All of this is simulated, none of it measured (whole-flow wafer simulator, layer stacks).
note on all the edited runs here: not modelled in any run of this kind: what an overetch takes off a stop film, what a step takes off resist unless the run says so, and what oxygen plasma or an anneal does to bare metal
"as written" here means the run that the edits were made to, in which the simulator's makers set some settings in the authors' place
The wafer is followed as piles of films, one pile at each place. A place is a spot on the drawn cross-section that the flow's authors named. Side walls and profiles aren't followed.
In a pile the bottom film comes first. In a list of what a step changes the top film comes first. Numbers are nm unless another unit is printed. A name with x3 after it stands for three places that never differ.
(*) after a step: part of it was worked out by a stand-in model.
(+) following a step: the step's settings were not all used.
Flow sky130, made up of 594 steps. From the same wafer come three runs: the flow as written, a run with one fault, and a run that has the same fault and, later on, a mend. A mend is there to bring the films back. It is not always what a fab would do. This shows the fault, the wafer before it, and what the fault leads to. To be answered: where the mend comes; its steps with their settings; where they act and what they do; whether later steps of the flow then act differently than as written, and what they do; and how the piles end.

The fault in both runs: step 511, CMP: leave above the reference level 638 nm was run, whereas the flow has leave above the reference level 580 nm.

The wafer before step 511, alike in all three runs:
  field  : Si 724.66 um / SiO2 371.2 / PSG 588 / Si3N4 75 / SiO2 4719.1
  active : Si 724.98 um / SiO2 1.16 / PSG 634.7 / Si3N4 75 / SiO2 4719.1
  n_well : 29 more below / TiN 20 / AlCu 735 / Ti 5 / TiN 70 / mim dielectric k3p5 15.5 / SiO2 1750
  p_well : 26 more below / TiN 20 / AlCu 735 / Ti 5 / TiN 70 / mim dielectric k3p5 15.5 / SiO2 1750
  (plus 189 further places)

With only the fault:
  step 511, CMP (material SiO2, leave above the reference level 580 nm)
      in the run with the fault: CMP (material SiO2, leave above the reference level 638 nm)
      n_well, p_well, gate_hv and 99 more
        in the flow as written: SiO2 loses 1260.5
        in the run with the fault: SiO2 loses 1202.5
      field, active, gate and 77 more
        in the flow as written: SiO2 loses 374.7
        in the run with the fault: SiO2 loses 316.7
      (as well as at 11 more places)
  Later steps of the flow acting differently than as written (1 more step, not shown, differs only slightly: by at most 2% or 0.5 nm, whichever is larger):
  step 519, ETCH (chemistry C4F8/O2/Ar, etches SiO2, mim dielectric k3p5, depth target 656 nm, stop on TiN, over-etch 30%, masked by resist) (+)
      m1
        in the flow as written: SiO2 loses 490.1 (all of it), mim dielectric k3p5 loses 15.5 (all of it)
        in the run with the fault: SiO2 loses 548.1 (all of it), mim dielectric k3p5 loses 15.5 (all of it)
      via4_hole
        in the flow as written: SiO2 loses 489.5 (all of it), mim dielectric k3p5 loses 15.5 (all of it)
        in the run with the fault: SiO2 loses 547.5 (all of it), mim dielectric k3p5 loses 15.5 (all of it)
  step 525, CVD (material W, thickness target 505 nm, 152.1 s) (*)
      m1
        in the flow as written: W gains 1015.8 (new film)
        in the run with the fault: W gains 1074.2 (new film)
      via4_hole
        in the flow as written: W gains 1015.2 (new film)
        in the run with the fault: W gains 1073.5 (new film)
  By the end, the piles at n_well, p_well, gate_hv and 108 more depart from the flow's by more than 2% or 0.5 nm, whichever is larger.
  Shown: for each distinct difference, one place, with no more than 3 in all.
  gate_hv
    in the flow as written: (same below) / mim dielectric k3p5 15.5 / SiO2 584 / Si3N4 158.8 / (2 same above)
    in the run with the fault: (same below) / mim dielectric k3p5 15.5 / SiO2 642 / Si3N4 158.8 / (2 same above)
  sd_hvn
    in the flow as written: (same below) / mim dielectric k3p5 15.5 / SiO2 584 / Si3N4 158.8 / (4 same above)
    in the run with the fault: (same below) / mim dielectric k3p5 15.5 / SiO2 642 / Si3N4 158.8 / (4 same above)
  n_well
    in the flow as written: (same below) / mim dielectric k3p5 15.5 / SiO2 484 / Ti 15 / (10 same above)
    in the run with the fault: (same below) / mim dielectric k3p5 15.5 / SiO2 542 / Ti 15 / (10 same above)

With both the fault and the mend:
  The mend follows step 511.
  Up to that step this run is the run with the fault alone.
  step 511a, CMP (material SiO2, leave above the reference level 580 nm) (the flow's step 511 again)
      field, active, n_well and 190 more
        SiO2 loses 58
  None of the later steps of the flow acts differently than as written at any place that is followed.
  By the end, the piles equal the flow's at every place that both follow.
